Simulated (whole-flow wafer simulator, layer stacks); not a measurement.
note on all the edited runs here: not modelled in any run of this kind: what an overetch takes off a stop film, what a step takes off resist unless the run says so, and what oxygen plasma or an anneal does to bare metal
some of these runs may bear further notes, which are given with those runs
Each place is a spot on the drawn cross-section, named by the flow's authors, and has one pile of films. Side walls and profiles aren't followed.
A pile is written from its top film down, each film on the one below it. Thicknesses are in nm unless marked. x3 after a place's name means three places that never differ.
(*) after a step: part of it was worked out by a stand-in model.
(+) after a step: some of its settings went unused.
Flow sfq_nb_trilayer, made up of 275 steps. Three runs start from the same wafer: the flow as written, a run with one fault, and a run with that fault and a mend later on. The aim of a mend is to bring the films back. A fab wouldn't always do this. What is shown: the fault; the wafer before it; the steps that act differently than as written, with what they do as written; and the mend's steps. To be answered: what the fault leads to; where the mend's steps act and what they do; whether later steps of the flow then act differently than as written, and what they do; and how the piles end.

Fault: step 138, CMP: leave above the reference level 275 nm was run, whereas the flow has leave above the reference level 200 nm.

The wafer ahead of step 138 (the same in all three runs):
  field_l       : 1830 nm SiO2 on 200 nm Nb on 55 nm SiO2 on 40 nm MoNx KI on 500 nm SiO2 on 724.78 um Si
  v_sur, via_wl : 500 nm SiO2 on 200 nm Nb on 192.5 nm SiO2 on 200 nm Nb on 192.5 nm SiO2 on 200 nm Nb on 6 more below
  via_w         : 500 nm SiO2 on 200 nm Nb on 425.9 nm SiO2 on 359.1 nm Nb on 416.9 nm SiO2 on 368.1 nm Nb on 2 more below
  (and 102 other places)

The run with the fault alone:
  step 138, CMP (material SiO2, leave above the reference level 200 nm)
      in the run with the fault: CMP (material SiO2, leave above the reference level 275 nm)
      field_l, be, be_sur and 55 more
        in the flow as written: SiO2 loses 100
        in the run with the fault: SiO2 loses 25
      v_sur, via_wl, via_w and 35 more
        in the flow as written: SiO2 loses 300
        in the run with the fault: SiO2 loses 225
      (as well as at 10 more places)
  Later steps of the flow acting differently than as written (6 more steps, not shown, differ only slightly: by at most 2% or 0.5 nm, whichever is larger):
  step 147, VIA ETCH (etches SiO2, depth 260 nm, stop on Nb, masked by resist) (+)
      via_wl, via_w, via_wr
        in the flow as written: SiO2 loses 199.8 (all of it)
        in the run with the fault: SiO2 loses 260
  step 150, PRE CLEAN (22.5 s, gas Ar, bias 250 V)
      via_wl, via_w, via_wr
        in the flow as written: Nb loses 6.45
        in the run with the fault: SiO2 loses 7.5
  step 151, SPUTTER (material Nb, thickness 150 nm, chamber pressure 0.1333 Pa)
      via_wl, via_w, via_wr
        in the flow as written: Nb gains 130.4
        in the run with the fault: Nb gains 123.3 (new film)
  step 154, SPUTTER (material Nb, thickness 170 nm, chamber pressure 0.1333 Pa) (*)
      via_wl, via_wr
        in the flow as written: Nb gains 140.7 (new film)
        in the run with the fault: Nb gains 103.1 (new film)
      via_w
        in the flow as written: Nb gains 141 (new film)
        in the run with the fault: Nb gains 136 (new film)
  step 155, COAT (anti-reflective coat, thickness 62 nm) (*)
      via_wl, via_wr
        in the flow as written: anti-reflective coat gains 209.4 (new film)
        in the run with the fault: anti-reflective coat gains 321.3 (new film)
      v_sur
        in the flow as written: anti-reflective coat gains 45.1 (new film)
        in the run with the fault: anti-reflective coat gains 42.8 (new film)
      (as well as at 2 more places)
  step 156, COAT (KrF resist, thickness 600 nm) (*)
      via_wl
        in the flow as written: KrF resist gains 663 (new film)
        in the run with the fault: KrF resist gains 648.6 (new film)
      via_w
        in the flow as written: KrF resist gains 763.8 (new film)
        in the run with the fault: KrF resist gains 811.1 (new film)
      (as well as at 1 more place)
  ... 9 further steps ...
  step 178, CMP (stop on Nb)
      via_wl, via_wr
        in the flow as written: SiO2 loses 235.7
        in the run with the fault: SiO2 loses 227.2
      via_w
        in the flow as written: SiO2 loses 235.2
        in the run with the fault: SiO2 loses 227.2
  At field_l, v_sur, via_wl and 103 more, the piles at the end differ from the flow's by more than 2% or 0.5 nm, whichever is larger.
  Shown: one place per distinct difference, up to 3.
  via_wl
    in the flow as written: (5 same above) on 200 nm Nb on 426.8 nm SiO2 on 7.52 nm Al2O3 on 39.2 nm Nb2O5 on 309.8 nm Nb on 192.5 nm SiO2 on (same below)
    in the run with the fault: (5 same above) on 200 nm Nb on 469.8 nm SiO2 on 52.6 nm Nb2O5 on 0.96 nm Al2O3 on 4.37 nm Al on 123.3 nm Nb on 7.34 nm SiO2 on 200 nm Nb on 192.5 nm SiO2 on (same below)
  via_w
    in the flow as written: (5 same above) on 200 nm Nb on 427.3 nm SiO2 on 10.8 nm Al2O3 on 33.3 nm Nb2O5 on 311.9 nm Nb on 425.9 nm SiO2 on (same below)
    in the run with the fault: (5 same above) on 200 nm Nb on 495.5 nm SiO2 on 10.1 nm Al2O3 on 34.7 nm Nb2O5 on 110.8 nm Nb on 7.34 nm SiO2 on 200 nm Nb on 425.9 nm SiO2 on (same below)
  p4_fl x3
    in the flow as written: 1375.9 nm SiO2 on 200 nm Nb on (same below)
    in the run with the fault: 1450.9 nm SiO2 on 200 nm Nb on (same below)

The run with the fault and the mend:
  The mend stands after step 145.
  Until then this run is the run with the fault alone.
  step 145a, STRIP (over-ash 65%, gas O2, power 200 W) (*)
      field_l, v_sur, via_sp and 100 more
        KrF resist loses 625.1 (all of it), anti-reflective coat loses 62 (all of it)
      via_wl, via_w, via_wr
        anti-reflective coat loses 62 (all of it)
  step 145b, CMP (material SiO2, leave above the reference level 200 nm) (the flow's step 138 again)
      field_l, v_sur, via_wl and 103 more
        SiO2 loses 75
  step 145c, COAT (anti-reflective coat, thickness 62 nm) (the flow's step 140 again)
      field_l, v_sur, via_wl and 103 more
        anti-reflective coat gains 62 (new film)
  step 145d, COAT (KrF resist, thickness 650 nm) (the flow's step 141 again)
      field_l, v_sur, via_wl and 103 more
        KrF resist gains 650 (new film)
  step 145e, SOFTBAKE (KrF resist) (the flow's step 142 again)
      leaves every film unchanged at each place that is followed
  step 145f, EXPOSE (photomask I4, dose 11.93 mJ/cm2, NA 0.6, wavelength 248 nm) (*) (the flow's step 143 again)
      leaves every film unchanged at each place that is followed
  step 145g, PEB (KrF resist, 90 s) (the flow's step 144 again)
      field_l, v_sur, via_wl and 103 more
        KrF resist loses 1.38
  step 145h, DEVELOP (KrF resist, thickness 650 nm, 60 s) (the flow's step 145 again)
      field_l, v_sur, via_sp and 100 more
        KrF resist loses 23.5
      via_wl, via_w, via_wr
        KrF resist loses 648.6 (all of it)
  Every later step of the flow that is run acts as written at every place that is followed.
  The piles end the same as the flow's at every place that both follow.
